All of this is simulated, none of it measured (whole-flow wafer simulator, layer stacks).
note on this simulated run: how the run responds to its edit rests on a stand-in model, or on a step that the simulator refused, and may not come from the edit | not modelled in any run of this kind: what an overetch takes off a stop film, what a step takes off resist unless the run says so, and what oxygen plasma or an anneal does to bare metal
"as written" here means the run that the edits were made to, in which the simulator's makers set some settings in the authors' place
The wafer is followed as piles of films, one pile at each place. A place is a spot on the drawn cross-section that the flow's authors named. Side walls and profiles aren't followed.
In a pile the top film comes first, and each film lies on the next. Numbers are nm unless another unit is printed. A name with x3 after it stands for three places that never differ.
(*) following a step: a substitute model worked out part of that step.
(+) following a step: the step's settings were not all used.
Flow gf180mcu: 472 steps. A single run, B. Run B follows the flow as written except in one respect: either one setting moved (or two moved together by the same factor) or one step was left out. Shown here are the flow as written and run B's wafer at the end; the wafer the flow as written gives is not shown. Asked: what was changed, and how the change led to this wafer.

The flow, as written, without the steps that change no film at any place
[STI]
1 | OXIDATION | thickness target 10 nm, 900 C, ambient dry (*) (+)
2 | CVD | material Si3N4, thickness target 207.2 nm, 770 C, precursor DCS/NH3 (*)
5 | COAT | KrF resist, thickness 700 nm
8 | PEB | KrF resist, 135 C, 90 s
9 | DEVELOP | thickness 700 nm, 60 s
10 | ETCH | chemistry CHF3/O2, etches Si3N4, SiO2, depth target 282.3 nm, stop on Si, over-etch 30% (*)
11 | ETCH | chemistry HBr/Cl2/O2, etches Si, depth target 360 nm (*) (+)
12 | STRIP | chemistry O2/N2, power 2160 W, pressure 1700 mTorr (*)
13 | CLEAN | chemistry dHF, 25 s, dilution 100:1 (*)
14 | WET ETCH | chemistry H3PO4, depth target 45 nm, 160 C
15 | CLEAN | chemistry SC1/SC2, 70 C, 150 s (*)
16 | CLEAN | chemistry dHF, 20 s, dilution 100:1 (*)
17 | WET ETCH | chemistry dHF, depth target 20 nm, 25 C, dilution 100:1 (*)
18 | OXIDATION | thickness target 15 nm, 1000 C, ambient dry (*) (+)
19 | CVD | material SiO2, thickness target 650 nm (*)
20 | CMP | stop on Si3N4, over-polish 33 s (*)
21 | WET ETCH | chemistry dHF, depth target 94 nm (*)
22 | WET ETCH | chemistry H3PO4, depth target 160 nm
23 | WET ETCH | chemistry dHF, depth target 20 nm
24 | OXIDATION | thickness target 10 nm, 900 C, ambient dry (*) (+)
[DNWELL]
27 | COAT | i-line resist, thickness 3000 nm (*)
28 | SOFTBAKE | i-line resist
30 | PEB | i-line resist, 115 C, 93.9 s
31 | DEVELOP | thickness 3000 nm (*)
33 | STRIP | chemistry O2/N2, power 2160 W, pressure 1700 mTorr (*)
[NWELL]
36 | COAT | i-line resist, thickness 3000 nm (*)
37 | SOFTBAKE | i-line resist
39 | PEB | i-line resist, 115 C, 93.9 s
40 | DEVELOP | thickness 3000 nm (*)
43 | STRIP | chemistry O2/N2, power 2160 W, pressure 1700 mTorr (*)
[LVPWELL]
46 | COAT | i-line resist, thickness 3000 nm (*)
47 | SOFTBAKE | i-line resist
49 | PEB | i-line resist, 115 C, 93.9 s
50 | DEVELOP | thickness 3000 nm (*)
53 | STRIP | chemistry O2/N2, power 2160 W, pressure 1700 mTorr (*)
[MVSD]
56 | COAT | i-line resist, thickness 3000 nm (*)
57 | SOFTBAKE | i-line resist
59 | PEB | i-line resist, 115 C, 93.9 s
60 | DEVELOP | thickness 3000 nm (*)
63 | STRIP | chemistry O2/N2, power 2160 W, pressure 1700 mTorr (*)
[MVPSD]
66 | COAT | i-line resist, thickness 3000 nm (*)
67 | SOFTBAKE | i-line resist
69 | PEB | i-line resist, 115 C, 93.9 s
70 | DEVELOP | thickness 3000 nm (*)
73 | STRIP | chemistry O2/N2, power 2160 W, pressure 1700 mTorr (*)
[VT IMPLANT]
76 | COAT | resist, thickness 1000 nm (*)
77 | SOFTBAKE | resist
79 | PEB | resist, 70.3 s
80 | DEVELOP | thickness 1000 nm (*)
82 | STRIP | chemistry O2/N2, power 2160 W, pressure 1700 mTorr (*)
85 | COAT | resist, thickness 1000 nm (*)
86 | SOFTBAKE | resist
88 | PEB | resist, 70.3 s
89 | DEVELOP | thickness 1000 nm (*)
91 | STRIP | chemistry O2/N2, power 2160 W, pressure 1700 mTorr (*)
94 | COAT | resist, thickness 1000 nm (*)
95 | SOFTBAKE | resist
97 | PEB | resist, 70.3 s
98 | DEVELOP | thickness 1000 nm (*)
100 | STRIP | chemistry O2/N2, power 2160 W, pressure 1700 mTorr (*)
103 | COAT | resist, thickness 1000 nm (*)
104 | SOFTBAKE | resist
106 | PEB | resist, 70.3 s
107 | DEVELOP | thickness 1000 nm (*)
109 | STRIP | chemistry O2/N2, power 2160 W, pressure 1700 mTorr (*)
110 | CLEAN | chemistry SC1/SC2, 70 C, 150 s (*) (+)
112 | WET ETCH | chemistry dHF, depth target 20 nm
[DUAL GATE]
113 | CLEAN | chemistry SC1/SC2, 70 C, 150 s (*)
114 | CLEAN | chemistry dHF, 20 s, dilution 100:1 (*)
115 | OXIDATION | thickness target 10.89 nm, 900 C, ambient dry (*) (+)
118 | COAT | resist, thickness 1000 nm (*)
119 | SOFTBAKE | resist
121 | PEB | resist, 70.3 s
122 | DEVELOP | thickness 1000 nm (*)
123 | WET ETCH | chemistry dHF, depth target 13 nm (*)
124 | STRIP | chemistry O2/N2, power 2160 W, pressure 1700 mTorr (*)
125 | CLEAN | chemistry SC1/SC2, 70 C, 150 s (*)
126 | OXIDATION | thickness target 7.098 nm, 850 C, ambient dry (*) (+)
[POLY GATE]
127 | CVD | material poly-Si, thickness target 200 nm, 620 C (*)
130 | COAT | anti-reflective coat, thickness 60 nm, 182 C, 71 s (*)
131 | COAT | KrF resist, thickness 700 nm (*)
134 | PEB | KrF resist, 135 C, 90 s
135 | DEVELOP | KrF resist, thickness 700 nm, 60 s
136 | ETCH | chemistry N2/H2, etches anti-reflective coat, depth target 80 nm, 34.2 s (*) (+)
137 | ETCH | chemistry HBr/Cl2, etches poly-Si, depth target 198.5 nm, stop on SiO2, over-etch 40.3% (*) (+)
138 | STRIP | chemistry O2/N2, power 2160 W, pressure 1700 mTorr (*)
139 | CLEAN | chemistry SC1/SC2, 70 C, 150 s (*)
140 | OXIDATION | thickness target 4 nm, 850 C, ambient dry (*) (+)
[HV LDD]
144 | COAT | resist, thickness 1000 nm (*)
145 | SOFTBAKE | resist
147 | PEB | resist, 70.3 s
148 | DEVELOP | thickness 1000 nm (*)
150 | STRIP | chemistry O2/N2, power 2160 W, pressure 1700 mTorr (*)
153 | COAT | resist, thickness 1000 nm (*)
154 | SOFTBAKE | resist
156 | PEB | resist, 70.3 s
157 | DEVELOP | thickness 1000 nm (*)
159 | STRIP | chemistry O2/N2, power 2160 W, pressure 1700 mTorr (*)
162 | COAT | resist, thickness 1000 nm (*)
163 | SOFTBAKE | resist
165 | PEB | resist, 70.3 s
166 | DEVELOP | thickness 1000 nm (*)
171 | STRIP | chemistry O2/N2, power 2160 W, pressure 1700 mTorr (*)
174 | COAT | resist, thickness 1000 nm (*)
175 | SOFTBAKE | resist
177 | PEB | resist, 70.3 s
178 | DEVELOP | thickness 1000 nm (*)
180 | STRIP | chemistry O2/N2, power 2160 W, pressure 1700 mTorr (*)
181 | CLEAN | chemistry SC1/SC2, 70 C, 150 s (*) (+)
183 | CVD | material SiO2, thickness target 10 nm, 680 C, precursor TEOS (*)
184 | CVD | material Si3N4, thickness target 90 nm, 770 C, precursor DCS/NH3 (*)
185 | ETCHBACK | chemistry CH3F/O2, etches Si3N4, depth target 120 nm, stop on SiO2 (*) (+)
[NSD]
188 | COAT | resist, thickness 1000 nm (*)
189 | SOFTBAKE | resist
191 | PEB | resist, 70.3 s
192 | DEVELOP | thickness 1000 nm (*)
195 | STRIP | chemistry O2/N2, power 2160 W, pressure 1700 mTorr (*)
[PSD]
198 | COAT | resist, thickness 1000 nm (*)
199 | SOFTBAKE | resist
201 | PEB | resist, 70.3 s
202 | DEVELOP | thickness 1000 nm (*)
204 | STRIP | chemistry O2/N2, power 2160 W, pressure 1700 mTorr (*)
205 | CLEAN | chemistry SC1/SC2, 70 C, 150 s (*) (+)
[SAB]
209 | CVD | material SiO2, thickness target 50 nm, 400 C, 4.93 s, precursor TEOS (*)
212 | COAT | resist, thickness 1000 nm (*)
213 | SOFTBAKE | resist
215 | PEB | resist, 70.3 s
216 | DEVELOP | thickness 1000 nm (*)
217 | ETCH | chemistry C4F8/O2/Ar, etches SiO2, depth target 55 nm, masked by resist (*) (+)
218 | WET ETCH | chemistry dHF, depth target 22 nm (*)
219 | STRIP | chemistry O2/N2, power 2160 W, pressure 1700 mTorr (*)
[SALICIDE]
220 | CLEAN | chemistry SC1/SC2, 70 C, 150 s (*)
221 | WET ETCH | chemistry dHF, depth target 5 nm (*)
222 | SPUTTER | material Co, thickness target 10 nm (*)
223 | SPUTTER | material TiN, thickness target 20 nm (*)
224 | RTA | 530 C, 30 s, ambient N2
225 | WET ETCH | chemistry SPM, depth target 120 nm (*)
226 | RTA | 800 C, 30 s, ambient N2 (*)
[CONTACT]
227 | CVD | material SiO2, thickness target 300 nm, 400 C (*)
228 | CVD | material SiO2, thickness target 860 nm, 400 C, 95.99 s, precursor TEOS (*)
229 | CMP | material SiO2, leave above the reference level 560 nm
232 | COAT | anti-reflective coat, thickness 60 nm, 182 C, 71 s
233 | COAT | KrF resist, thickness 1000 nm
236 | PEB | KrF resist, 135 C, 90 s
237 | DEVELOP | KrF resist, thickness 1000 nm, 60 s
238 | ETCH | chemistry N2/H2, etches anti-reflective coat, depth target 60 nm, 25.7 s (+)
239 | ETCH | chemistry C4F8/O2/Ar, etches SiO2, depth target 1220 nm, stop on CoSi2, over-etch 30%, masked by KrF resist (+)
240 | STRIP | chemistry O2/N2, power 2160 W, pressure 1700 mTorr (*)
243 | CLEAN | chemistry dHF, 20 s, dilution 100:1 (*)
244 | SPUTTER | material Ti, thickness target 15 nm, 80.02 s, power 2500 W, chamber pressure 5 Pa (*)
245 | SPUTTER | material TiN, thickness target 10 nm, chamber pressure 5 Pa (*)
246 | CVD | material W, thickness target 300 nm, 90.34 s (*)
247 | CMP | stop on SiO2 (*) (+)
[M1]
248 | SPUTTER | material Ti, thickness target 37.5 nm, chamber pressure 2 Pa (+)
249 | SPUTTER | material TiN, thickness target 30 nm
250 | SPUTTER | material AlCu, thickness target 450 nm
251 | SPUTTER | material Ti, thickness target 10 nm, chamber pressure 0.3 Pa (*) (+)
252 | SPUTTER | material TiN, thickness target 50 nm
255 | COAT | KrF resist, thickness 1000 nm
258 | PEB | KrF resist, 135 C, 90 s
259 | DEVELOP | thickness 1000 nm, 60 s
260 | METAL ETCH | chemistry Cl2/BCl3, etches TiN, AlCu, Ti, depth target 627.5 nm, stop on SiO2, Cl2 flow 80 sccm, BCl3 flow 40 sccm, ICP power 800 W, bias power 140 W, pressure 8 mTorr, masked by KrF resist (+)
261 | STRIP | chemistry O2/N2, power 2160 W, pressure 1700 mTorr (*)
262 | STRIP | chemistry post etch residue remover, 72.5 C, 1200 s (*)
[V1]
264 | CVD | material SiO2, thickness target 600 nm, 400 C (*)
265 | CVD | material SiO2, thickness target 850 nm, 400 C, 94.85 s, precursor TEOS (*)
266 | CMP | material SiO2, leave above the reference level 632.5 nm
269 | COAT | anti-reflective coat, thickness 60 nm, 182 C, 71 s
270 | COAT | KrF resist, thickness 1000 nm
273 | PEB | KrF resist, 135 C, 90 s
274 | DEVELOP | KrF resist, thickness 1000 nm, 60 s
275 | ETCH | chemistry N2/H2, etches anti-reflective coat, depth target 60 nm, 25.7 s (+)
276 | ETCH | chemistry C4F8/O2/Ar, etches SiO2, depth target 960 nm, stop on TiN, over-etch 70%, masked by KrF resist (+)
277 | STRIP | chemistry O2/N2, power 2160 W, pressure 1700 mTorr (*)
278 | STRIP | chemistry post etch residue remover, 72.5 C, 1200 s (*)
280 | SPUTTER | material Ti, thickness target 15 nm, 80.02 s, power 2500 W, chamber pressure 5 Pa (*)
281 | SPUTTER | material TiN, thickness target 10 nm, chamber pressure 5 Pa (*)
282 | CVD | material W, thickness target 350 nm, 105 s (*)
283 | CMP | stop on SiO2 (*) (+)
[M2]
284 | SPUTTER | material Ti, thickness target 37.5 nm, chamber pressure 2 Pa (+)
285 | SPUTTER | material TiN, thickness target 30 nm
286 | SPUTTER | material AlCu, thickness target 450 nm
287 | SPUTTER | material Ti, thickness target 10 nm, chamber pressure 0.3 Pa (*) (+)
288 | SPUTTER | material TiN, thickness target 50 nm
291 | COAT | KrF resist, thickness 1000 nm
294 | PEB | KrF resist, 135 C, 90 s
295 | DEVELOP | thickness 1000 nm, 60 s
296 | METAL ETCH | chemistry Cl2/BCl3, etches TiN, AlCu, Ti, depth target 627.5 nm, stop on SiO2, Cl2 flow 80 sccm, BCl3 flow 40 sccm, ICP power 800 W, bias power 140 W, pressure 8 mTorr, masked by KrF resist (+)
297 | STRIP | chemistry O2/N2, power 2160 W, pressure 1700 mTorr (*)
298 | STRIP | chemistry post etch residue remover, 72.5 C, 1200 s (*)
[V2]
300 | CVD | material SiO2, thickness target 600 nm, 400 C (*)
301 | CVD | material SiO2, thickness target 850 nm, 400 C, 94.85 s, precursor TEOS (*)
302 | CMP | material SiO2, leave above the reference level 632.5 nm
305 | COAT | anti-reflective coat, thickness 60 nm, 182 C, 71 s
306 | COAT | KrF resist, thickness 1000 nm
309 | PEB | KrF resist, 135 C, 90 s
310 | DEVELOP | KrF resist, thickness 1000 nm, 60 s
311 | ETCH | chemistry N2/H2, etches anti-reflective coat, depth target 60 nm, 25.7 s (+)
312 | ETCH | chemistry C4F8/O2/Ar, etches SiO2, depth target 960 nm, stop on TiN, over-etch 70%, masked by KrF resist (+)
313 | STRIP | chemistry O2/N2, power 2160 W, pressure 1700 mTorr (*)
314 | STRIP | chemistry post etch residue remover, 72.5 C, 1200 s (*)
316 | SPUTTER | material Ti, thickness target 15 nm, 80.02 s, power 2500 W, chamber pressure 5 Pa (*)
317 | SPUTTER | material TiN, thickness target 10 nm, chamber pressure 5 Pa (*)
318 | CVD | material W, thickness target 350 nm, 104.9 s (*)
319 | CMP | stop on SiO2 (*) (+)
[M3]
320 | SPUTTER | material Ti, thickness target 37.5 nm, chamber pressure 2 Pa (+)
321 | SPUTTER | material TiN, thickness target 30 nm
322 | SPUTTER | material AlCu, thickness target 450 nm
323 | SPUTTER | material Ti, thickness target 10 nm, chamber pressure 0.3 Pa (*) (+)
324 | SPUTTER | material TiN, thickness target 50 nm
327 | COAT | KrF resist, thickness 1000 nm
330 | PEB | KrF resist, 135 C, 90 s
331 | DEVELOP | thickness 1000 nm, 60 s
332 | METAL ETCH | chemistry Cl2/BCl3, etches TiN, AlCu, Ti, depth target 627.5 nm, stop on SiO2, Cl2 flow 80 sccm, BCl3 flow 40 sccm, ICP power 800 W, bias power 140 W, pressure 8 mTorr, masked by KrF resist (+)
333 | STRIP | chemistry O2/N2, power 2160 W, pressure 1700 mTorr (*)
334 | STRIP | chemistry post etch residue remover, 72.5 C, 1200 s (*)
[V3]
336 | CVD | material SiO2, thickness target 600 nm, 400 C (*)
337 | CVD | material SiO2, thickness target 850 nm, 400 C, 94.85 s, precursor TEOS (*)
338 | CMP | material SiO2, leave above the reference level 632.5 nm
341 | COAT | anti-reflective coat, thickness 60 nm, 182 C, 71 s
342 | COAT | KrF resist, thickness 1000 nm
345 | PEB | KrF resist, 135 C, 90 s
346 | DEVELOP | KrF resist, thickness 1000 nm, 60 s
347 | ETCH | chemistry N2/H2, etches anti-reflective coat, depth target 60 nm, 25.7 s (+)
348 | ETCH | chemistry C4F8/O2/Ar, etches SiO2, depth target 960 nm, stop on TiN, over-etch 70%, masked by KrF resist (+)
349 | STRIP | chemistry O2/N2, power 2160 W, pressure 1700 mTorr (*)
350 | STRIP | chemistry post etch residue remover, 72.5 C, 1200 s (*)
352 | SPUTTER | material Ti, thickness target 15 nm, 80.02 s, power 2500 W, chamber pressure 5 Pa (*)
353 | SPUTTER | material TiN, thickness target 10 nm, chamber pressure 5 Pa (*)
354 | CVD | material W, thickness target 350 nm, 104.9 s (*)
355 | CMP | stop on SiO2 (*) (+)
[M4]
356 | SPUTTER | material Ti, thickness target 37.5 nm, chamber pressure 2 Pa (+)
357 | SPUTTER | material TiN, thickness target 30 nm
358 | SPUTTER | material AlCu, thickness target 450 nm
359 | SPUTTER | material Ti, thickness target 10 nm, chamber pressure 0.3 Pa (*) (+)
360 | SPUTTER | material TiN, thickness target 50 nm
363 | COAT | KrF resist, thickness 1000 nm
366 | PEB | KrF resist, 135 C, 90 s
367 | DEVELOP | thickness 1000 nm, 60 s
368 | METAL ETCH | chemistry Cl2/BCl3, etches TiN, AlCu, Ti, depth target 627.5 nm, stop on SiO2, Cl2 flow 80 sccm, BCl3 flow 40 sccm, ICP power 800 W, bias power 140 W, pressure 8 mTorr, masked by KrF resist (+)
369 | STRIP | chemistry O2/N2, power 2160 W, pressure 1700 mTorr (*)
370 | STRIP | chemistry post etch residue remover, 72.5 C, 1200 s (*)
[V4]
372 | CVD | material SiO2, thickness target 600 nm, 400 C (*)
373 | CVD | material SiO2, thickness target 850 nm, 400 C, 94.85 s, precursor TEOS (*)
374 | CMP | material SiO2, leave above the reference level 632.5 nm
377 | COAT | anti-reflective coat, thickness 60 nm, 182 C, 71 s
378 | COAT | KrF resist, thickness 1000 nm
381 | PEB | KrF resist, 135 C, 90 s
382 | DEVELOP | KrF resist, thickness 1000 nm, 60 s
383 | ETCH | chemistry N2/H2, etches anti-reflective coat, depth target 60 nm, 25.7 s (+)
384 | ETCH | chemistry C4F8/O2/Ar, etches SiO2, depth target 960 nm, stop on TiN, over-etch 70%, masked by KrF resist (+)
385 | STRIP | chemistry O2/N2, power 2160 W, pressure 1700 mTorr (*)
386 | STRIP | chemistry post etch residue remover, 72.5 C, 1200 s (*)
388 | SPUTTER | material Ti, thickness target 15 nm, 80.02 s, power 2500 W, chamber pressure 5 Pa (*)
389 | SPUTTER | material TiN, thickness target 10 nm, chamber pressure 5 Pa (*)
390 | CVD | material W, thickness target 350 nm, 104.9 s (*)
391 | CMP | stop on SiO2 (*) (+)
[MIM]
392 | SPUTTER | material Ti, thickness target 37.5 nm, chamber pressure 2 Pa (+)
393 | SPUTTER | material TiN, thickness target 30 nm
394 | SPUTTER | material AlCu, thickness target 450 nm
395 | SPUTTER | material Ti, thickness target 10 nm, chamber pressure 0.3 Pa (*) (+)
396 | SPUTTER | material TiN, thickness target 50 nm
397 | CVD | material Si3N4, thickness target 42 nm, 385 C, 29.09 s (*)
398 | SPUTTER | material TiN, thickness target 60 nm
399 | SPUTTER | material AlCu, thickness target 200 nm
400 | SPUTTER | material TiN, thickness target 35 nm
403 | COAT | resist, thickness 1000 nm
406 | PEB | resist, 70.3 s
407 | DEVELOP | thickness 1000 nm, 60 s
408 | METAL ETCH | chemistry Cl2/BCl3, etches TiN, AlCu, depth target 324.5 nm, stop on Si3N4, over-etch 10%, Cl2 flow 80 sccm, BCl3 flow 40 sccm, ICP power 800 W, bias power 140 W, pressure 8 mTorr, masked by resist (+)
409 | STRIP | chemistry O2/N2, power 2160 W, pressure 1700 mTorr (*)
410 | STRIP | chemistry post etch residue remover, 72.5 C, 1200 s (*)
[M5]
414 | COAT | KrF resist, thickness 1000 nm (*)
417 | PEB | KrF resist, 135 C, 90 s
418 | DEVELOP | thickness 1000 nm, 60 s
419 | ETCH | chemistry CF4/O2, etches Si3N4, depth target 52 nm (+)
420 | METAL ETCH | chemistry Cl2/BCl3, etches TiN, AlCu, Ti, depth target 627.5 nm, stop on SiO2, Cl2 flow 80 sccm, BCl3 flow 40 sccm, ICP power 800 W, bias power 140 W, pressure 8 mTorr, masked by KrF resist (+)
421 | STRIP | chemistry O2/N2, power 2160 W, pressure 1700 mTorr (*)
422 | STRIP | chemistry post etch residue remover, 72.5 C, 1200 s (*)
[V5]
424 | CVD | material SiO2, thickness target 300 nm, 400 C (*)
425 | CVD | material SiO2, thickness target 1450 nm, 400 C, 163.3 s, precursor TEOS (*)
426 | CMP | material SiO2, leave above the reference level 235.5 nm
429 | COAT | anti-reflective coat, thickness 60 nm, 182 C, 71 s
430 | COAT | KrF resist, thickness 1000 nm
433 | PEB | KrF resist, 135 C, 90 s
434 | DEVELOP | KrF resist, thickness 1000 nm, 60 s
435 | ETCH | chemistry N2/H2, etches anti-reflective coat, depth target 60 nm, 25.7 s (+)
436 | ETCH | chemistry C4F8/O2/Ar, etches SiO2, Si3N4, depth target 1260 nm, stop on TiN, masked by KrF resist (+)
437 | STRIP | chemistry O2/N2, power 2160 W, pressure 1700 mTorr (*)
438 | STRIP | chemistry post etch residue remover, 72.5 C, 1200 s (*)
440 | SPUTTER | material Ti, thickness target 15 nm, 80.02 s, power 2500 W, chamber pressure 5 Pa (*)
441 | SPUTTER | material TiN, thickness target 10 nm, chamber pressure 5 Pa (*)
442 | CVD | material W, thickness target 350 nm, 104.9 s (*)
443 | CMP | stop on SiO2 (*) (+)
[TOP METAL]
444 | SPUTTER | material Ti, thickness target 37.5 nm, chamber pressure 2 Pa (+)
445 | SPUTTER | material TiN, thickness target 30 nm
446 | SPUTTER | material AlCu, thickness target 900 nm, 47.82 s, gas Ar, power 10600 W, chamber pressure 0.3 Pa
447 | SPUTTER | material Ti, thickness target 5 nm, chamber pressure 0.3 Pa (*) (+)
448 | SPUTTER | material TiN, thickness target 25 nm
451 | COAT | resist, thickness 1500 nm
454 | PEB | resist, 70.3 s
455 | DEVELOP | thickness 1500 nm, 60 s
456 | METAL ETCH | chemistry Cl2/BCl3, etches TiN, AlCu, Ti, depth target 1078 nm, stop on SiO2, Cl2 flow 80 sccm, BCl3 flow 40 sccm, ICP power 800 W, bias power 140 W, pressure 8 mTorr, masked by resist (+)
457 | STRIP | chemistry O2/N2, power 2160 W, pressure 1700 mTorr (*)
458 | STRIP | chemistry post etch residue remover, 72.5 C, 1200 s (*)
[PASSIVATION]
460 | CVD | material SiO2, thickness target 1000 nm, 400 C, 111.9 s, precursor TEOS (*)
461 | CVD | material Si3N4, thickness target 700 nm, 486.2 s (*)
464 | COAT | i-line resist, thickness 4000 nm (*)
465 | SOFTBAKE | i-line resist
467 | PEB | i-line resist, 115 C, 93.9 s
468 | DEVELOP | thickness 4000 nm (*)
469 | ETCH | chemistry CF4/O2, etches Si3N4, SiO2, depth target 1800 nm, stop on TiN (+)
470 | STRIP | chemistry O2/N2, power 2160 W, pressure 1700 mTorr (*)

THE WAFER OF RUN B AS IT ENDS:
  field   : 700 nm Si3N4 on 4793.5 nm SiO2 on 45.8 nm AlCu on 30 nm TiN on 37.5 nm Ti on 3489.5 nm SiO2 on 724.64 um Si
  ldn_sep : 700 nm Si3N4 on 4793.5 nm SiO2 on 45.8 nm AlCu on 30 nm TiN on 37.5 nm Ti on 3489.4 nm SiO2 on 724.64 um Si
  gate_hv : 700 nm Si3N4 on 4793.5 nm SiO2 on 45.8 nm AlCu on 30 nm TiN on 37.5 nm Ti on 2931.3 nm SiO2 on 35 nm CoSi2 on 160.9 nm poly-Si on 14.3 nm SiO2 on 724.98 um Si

The reason: step 322, SPUTTER: thickness target 619 nm was run, whereas the flow has thickness target 450 nm.

Step by step, how the change led to this:
  322 | SPUTTER | material AlCu, thickness target 450 nm
      field, field__w1, field__w2 and 108 more: +619 AlCu (new film) (in the flow as written it would be: +450 AlCu (new film))
  332 | METAL ETCH | chemistry Cl2/BCl3, etches TiN, AlCu, Ti, depth target 627.5 nm, stop on SiO2, Cl2 flow 80 sccm, BCl3 flow 40 sccm, ICP power 800 W, bias power 140 W, pressure 8 mTorr, masked by KrF resist (+)
      field, field__w1, field__w2 and 103 more: -50 TiN (all of it), -10 Ti (all of it), -567.5 AlCu (in the flow as written it would be: -50 TiN (all of it), -10 Ti (all of it), -450 AlCu (all of it), -30 TiN (all of it), -37.5 Ti (all of it))
  334 | STRIP | chemistry post etch residue remover, 72.5 C, 1200 s (*)
      field, field__w1, field__w2 and 103 more: -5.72 AlCu (in the flow as written it would be: nothing)
  336 | CVD | material SiO2, thickness target 600 nm, 400 C (*)
      field, field__w1, field__w2 and 103 more: +600 SiO2 (new film) (in the flow as written it would be: +600 SiO2)
  338 | CMP | material SiO2, leave above the reference level 632.5 nm
      field, field__w1, field__w2 and 103 more: -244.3 SiO2 (in the flow as written it would be: -300 SiO2)
Taking metal films that touch as one body, field has 1 body; the flow as written gives 0 bodies.
Taking metal films that touch as one body, ldn_sep has 1 body; the flow as written gives 0 bodies.
Taking metal films that touch as one body, gate_hv has 2 bodies (between them, from the top down: SiO2 2931.3); the flow as written gives 1 body.
